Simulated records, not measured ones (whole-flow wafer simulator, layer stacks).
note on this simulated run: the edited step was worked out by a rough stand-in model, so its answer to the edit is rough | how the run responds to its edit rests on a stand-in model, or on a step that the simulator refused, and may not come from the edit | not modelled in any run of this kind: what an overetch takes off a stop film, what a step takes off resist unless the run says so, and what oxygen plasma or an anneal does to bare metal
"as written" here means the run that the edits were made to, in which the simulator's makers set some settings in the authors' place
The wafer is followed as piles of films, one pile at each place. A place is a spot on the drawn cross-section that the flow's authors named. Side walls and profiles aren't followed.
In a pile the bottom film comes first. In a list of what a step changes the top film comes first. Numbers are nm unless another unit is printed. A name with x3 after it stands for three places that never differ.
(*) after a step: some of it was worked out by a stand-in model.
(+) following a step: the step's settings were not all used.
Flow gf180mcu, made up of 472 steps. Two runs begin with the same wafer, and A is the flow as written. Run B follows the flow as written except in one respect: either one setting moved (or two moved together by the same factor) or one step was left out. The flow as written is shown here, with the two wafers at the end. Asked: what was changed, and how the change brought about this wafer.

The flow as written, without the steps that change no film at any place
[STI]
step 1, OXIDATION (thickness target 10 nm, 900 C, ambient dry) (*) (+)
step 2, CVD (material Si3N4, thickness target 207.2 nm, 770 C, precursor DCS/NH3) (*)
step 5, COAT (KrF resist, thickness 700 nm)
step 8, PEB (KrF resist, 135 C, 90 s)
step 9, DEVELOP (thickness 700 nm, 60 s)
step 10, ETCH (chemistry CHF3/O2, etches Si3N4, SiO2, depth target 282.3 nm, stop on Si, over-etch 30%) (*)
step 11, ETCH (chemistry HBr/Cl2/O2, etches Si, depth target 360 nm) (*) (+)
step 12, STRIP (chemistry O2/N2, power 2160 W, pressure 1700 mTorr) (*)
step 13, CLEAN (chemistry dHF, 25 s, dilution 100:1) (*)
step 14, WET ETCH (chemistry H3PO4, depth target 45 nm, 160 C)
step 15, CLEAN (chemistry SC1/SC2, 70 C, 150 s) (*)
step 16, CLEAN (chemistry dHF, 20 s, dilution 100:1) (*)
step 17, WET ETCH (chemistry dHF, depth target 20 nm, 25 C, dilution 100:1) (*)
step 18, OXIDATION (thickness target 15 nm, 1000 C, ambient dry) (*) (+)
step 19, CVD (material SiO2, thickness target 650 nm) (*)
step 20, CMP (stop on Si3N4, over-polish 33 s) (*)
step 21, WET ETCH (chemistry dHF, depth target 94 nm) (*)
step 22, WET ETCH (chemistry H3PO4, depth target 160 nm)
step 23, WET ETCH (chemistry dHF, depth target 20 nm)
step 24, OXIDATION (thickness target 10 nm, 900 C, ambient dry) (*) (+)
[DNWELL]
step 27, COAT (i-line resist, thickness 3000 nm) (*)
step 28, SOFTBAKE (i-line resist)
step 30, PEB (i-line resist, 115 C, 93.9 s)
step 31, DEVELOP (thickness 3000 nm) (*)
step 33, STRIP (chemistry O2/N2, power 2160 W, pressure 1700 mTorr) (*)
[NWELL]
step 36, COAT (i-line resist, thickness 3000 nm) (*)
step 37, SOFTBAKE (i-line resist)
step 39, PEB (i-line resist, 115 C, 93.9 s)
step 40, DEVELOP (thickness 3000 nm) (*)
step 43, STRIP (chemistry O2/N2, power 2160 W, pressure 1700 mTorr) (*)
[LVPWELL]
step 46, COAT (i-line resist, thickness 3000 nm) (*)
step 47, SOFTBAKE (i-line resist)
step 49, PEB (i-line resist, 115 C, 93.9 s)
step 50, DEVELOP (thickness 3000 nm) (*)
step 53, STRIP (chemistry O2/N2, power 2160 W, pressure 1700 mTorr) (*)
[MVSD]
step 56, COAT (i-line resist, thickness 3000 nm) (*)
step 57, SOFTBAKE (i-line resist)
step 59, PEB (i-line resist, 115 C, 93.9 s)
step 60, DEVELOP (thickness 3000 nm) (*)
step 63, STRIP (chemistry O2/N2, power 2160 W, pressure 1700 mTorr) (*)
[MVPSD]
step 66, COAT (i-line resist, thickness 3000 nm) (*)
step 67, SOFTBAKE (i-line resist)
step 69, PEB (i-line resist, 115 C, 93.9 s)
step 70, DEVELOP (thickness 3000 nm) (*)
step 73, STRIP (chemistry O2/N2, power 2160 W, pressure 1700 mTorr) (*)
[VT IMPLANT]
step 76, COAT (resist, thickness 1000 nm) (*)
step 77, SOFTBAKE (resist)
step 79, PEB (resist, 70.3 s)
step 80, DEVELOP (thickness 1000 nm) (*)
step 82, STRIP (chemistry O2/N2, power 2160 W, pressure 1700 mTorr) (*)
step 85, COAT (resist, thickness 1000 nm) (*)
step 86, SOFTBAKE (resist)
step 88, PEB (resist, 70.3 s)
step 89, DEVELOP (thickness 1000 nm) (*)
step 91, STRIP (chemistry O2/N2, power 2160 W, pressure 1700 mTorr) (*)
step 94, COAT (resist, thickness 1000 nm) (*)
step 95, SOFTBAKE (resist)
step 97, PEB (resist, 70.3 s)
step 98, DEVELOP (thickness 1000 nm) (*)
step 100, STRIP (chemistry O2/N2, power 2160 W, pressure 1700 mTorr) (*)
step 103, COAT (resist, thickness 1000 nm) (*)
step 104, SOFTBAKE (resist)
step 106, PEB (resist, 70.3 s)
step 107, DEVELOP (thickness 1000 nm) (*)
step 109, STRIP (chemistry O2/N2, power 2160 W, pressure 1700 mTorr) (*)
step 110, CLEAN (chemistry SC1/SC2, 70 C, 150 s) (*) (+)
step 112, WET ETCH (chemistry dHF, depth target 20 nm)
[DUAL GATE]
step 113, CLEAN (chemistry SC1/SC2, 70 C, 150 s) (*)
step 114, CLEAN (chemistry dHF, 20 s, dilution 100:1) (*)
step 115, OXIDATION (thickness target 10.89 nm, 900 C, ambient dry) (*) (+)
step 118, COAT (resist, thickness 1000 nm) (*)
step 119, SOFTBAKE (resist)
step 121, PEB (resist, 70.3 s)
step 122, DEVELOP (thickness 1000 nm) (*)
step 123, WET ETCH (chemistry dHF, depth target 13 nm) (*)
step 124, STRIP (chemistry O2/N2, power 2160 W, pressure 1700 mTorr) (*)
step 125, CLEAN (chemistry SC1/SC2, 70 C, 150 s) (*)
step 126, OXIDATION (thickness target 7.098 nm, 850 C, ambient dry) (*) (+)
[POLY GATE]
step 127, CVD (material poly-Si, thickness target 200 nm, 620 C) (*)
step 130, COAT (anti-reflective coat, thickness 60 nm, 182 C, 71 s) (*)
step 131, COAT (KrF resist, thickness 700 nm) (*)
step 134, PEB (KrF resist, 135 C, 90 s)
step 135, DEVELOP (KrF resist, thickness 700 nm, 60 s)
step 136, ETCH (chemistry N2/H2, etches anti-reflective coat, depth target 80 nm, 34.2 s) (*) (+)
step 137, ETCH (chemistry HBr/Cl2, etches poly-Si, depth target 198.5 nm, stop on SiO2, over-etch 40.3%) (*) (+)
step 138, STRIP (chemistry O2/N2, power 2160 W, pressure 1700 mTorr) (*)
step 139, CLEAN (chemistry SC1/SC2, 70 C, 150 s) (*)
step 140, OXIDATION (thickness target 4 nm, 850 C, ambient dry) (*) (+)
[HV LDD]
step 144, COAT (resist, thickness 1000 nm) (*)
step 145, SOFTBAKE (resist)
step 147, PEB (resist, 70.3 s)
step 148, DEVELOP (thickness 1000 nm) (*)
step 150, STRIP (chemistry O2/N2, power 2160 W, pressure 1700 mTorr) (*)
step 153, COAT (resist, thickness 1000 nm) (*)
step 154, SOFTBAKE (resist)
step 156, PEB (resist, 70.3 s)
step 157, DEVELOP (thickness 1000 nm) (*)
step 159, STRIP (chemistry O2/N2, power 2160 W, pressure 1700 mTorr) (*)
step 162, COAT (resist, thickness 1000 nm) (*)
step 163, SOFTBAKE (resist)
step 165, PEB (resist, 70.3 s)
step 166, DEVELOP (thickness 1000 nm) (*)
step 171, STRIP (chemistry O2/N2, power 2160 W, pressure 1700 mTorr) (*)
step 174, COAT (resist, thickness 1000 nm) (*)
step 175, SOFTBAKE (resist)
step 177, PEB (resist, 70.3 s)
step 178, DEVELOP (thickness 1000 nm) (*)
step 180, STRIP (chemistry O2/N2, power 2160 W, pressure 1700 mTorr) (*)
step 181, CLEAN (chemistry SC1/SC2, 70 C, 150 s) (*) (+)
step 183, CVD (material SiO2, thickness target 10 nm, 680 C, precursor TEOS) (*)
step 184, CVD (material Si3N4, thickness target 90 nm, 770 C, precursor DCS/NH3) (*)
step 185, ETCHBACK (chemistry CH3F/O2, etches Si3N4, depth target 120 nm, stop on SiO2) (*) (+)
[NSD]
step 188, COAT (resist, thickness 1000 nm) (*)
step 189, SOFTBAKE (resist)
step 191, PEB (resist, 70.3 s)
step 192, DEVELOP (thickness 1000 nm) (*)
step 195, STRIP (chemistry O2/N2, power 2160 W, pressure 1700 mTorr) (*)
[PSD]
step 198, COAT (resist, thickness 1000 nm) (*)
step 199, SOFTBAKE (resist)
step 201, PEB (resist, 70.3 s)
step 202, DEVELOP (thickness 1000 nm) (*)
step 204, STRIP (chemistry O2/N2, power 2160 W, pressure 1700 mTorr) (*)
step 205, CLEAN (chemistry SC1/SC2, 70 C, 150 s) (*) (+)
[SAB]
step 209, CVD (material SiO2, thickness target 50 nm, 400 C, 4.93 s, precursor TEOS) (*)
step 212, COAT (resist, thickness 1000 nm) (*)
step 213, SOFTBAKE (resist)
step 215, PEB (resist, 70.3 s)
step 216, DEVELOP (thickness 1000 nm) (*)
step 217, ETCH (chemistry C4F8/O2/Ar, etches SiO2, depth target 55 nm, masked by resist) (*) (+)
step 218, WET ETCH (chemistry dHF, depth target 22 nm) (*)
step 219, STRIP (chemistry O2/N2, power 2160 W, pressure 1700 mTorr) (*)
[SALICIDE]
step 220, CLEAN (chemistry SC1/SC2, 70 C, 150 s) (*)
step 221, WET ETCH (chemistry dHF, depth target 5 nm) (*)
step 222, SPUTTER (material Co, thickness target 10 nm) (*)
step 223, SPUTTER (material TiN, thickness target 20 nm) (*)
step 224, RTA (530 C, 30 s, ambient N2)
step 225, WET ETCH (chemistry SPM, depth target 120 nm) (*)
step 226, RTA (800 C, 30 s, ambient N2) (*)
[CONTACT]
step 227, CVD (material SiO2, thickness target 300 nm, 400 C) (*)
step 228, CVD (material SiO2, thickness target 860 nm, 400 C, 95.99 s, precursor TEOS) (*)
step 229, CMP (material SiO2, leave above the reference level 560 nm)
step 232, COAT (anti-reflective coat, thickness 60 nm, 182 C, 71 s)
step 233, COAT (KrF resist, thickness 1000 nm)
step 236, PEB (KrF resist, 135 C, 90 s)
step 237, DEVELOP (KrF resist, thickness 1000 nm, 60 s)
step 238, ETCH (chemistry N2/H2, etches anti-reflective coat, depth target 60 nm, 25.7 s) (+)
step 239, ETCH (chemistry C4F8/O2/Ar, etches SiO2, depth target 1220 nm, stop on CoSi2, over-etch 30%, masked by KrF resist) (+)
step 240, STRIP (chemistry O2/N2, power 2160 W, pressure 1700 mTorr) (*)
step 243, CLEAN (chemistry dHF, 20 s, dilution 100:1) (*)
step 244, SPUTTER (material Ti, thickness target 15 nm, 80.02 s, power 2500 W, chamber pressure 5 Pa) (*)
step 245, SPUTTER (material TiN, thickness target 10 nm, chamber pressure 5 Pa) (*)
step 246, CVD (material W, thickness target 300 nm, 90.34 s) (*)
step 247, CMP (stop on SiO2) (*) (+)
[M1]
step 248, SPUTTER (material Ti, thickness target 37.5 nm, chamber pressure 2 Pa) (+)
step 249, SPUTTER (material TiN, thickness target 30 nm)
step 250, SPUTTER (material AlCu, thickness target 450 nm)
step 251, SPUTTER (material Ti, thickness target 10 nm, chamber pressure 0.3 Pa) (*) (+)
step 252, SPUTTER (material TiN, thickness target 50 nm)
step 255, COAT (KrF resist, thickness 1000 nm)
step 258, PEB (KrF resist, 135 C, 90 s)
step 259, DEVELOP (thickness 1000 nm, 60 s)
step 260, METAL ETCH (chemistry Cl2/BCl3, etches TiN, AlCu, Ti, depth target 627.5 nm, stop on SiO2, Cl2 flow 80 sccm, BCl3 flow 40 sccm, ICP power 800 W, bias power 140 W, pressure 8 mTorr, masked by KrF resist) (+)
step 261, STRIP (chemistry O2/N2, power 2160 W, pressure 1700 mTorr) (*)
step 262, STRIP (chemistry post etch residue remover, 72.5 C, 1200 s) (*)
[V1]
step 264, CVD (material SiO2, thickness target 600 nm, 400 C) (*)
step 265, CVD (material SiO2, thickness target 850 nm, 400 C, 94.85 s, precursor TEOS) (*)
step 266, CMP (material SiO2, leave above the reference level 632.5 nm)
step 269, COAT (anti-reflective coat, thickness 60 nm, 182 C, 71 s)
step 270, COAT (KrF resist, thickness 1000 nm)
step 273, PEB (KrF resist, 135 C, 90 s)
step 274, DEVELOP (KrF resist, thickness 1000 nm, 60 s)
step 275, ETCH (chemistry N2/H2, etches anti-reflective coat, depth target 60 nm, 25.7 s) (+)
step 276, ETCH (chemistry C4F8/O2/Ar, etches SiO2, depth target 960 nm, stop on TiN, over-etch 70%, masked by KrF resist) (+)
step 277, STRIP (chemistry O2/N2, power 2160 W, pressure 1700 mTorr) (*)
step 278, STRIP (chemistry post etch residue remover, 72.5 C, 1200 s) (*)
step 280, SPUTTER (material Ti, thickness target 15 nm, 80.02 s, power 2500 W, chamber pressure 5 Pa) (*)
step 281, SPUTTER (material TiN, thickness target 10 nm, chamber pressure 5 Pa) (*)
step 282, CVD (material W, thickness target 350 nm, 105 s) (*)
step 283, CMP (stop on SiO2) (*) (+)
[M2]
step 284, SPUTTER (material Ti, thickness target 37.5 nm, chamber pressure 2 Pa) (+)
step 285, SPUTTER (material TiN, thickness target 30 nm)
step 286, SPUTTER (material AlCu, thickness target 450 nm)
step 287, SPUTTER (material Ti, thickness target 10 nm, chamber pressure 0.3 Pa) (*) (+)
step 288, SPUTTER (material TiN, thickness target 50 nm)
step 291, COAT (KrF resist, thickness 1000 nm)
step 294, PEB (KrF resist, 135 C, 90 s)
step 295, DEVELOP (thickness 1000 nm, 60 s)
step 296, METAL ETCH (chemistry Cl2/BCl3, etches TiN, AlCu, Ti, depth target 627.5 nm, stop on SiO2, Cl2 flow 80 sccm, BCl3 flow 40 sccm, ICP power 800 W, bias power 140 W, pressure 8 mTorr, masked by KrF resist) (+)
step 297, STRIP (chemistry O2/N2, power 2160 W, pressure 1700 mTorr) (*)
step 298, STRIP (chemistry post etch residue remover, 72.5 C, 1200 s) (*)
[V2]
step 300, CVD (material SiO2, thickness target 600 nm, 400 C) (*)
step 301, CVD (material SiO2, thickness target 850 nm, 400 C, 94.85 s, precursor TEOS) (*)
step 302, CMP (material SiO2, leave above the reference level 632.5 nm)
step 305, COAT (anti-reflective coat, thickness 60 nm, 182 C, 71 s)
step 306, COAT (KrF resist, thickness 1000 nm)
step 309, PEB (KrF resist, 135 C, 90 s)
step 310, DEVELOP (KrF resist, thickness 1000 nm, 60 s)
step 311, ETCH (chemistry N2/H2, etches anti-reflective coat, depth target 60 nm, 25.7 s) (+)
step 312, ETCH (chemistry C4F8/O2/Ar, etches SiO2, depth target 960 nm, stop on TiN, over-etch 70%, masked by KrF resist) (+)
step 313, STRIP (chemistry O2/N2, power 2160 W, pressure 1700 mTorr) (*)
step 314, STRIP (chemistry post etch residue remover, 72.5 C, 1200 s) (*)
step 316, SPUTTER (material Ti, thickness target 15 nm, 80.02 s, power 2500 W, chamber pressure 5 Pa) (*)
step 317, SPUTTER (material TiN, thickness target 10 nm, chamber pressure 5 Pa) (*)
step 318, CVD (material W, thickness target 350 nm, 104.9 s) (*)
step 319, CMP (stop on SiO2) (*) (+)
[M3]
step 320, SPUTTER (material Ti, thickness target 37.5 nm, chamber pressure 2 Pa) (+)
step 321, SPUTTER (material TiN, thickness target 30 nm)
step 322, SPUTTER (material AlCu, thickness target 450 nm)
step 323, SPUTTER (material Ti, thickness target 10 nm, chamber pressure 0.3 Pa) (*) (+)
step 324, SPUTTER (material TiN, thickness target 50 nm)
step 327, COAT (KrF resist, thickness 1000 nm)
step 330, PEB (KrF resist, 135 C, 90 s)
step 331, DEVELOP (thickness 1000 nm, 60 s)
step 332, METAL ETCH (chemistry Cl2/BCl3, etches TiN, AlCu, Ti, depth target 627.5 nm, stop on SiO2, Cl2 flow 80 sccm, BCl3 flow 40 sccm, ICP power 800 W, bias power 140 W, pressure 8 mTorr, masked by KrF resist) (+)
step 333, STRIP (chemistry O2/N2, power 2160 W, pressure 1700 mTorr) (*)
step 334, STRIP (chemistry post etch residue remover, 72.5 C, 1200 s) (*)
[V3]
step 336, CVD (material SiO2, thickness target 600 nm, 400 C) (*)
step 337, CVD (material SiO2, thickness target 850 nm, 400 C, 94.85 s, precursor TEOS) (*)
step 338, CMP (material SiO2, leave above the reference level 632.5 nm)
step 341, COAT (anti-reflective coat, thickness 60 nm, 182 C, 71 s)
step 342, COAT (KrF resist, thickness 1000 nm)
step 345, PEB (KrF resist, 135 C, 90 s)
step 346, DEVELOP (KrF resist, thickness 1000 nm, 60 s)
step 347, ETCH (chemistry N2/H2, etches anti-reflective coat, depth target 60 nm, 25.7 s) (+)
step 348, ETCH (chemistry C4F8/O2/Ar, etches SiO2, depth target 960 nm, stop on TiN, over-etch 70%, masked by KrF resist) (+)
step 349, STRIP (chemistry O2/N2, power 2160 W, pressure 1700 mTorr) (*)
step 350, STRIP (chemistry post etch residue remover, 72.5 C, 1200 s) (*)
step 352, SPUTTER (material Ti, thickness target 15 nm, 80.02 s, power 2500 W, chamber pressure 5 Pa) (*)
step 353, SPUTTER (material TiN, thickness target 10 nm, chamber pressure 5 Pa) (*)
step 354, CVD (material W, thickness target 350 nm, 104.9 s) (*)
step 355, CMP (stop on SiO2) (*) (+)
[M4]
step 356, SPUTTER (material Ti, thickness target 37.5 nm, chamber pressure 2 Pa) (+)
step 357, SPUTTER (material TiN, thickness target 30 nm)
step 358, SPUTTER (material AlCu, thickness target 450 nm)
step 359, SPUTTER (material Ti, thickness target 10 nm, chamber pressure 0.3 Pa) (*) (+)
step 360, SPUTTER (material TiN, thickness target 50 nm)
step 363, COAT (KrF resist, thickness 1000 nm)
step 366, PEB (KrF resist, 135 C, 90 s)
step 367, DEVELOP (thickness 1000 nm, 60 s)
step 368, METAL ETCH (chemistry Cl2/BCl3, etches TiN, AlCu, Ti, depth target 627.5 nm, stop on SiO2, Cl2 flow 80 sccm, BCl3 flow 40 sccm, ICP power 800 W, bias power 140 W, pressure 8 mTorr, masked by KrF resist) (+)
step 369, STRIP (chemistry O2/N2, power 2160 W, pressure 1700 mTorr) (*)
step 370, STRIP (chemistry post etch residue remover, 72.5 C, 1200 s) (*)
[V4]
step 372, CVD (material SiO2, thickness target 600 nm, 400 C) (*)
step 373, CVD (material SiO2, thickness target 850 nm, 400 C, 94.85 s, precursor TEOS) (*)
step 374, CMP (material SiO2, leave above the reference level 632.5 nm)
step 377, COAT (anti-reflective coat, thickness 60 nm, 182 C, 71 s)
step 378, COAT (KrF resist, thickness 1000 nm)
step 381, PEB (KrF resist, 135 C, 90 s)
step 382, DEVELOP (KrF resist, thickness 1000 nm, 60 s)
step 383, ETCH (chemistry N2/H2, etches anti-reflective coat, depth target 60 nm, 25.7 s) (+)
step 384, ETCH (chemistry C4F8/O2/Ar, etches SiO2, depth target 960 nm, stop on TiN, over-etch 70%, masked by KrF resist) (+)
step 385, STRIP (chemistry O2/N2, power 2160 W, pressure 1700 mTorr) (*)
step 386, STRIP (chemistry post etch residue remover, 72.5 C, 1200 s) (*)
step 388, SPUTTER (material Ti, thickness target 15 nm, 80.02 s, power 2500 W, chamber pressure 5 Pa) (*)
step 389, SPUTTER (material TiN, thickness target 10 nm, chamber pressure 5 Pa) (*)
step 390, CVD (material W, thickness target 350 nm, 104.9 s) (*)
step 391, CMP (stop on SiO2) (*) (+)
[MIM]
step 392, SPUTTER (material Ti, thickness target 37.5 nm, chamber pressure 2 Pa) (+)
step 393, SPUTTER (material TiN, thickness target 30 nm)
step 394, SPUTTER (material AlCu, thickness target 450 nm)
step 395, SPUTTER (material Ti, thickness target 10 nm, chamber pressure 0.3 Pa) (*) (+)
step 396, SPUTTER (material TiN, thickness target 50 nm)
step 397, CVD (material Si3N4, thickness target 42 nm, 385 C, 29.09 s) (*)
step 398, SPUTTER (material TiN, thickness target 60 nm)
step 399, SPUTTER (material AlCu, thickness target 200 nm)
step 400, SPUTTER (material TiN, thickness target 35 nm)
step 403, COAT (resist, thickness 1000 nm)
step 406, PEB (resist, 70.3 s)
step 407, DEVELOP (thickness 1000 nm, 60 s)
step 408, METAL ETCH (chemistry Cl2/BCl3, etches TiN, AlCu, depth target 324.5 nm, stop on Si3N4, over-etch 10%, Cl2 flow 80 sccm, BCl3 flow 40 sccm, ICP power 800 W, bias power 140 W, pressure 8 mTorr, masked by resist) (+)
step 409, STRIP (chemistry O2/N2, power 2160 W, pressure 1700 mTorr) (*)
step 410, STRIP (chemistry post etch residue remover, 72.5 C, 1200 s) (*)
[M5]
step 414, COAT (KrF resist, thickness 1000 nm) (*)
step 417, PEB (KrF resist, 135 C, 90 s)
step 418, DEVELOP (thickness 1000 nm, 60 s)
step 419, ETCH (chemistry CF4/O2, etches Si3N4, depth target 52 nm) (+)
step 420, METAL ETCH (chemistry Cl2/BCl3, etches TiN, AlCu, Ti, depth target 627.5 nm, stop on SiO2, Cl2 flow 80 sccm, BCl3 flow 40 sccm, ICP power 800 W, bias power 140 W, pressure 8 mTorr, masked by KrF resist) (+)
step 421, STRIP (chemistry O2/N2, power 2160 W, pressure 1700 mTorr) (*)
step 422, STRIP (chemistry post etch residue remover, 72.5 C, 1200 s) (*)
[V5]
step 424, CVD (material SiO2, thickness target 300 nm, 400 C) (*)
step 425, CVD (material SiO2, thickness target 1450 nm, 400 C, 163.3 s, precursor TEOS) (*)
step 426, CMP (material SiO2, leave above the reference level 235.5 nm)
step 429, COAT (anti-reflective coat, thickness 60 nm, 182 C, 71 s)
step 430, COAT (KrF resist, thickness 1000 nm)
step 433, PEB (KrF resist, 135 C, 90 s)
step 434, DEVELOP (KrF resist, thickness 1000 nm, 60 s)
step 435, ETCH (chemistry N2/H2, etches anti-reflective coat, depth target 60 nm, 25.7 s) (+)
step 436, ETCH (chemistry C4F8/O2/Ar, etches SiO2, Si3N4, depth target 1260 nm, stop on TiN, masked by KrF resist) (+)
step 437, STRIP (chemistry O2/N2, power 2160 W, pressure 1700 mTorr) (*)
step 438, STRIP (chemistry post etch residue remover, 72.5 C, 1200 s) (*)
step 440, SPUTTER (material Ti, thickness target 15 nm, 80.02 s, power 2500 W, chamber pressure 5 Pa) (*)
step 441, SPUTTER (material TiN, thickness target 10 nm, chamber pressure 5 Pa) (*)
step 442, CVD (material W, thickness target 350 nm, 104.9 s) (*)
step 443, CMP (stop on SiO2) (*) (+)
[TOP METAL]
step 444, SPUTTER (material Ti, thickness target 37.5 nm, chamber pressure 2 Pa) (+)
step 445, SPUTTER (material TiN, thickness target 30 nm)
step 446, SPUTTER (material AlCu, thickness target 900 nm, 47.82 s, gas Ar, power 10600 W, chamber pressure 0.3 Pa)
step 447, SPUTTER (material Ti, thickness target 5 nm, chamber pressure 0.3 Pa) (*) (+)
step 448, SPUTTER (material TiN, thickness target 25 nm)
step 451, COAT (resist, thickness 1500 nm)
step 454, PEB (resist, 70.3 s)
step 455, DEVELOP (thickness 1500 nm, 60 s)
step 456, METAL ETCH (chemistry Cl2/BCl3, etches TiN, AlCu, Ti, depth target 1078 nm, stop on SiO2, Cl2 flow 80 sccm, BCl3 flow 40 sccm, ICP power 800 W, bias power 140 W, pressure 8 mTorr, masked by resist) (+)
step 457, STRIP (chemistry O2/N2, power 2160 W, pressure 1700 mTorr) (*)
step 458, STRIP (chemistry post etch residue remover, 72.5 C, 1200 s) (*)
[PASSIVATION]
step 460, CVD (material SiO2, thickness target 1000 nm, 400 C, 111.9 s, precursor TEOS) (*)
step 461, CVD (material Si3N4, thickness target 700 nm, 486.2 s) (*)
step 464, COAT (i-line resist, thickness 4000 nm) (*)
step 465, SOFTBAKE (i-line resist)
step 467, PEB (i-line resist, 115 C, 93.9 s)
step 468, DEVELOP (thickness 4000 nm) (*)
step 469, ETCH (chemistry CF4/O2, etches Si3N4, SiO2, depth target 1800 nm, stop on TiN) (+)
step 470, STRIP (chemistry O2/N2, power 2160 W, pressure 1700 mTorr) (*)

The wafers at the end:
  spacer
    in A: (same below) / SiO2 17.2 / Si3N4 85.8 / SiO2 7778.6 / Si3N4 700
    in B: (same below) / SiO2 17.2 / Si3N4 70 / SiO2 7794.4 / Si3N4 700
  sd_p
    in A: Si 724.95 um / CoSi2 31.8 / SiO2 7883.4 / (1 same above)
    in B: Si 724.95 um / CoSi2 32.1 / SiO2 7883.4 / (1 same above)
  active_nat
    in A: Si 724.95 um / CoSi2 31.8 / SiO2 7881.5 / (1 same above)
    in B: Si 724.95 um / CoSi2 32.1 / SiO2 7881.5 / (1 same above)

The reason: step 184, CVD: thickness target 74.2 nm was run, while the flow as written has thickness target 90 nm.

How this came from the change, step by step:
  step 184, CVD (material Si3N4, thickness target 90 nm, 770 C, precursor DCS/NH3) (*)
      field, field__w1, field__w2 and 101 more: A Si3N4 gains 90 (new film) | B Si3N4 gains 74.2 (new film)
  step 185, ETCHBACK (chemistry CH3F/O2, etches Si3N4, depth target 120 nm, stop on SiO2) (*) (+)
      field, field__w1, field__w2 and 100 more: A Si3N4 loses 90 (all of it), SiO2 loses 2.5 | B Si3N4 loses 74.2 (all of it), SiO2 loses 3.82
  step 189, SOFTBAKE (resist)
      field: A resist gains 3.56 | B resist loses 0.35
  step 199, SOFTBAKE (resist)
      field: A resist gains 3.56 | B resist loses 0.35
  step 218, WET ETCH (chemistry dHF, depth target 22 nm) (*)
      gate, gate_hv, gate_p and 23 more: A SiO2 loses 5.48 (all of it) | B SiO2 loses 4.16 (all of it)
      active, p_well, sd_n, iso_ptap_pw, iso_ntap_nw, iso_ptap_sub, vpnp_e: A SiO2 loses 9.01 (all of it) | B SiO2 loses 7.69 (all of it)
      (as well as at 16 more places)
  step 223, SPUTTER (material TiN, thickness target 20 nm) (*)
      field__w2: A TiN gains 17 (new film) | B TiN gains 17.7 (new film)
      field__w3: A TiN gains 15.7 (new film) | B TiN gains 16.7 (new film)
      (as well as at 2 more places)
  step 224, RTA (530 C, 30 s, ambient N2)
      ld_drn_p: A under 1 film: CoSi gains 16.7 (new film), Co loses 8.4 (all of it), Si loses 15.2 | B under 1 film: CoSi gains 17.4 (new film), Co loses 8.76 (all of it), Si loses 15.9
  step 225, WET ETCH (chemistry SPM, depth target 120 nm) (*)
      field__w2: A TiN loses 17 (all of it), Co loses 8.65 (all of it) | B TiN loses 17.7 (all of it), Co loses 8.99 (all of it)
      field__w3: A TiN loses 15.7 (all of it), Co loses 8.06 (all of it) | B TiN loses 16.7 (all of it), Co loses 8.5 (all of it)
      (as well as at 2 more places)
  step 226, RTA (800 C, 30 s, ambient N2) (*)
      ld_sd_n: A CoSi2 gains 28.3 (new film), CoSi loses 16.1 (all of it), Si loses 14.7 | B CoSi2 gains 29 (new film), CoSi loses 16.5 (all of it), Si loses 15
      ld_drn_n: A CoSi2 gains 31.5 (new film), CoSi loses 17.9 (all of it), Si loses 16.4 | B CoSi2 gains 32.3 (new film), CoSi loses 18.3 (all of it), Si loses 16.7
      (as well as at 1 more place)
  step 229, CMP (material SiO2, leave above the reference level 560 nm)
      spacer: A SiO2 loses 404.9 | B SiO2 loses 389.1
